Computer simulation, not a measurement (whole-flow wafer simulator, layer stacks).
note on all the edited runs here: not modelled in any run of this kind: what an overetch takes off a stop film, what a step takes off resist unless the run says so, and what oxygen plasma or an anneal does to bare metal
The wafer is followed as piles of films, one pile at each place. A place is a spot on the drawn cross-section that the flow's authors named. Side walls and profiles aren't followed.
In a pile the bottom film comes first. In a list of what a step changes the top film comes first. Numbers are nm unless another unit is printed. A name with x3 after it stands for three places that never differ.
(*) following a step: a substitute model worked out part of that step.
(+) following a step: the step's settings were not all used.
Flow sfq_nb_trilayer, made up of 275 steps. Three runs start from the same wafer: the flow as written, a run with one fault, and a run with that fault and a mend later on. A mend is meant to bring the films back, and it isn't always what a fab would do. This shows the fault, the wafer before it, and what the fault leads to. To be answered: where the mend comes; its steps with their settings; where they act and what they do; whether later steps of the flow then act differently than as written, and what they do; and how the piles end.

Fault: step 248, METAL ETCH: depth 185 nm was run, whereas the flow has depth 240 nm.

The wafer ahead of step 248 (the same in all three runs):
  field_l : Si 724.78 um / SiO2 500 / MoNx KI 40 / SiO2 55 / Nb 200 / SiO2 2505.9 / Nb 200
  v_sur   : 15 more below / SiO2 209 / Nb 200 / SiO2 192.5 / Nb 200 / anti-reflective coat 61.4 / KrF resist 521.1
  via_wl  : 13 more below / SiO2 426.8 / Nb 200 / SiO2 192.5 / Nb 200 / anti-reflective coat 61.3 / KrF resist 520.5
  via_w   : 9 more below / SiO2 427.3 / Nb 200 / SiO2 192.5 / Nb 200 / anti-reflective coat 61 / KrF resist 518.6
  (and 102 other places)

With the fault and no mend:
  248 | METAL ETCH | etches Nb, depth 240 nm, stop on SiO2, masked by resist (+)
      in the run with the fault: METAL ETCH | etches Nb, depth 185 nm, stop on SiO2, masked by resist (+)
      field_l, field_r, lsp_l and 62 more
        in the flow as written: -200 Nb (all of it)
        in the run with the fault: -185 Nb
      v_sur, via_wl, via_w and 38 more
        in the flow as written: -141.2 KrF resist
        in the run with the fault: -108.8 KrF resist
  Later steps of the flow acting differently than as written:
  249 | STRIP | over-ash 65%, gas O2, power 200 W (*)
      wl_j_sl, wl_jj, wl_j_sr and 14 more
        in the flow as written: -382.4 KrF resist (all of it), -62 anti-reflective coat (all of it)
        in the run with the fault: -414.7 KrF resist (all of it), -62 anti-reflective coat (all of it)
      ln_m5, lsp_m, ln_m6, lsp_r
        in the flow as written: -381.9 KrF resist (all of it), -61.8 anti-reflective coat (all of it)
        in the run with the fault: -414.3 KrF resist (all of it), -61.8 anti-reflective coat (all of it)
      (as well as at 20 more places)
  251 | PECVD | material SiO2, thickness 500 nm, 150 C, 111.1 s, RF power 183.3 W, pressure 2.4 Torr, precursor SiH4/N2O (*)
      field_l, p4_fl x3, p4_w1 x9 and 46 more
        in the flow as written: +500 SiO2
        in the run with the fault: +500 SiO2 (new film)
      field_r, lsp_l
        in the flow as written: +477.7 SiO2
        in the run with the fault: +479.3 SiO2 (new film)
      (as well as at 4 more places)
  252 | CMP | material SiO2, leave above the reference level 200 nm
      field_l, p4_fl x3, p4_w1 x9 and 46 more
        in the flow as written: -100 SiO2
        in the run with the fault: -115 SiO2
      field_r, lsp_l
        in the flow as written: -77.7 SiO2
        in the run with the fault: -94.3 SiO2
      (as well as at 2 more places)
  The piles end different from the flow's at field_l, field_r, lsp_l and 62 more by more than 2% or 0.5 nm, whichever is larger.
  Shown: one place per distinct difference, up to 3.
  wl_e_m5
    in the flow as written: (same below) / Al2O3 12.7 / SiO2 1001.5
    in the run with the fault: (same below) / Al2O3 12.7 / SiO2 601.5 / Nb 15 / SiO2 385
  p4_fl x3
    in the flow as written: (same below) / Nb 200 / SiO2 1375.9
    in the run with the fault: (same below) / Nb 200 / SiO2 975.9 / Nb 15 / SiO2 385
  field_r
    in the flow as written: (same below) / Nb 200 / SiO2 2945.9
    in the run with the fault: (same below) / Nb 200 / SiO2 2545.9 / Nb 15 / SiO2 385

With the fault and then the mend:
  The mend stands after step 248.
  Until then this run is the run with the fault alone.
  248a | METAL ETCH | etches Nb, depth 55 nm, stop on SiO2, masked by resist (+) (the flow's step 248 again, with other settings)
      field_l, field_r, lsp_l and 62 more
        -15 Nb (all of it)
      v_sur, via_wl, via_w and 38 more
        -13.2 KrF resist
  Later steps of the flow acting differently than as written:
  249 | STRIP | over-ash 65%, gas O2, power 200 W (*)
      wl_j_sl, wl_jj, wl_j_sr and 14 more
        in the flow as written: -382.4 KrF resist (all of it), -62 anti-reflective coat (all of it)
        in the run with the mend: -401.5 KrF resist (all of it), -62 anti-reflective coat (all of it)
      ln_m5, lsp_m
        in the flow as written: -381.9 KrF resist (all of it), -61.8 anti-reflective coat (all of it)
        in the run with the mend: -401 KrF resist (all of it), -61.8 anti-reflective coat (all of it)
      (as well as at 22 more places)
  At every place that both follow, the piles at the end match the flow's.
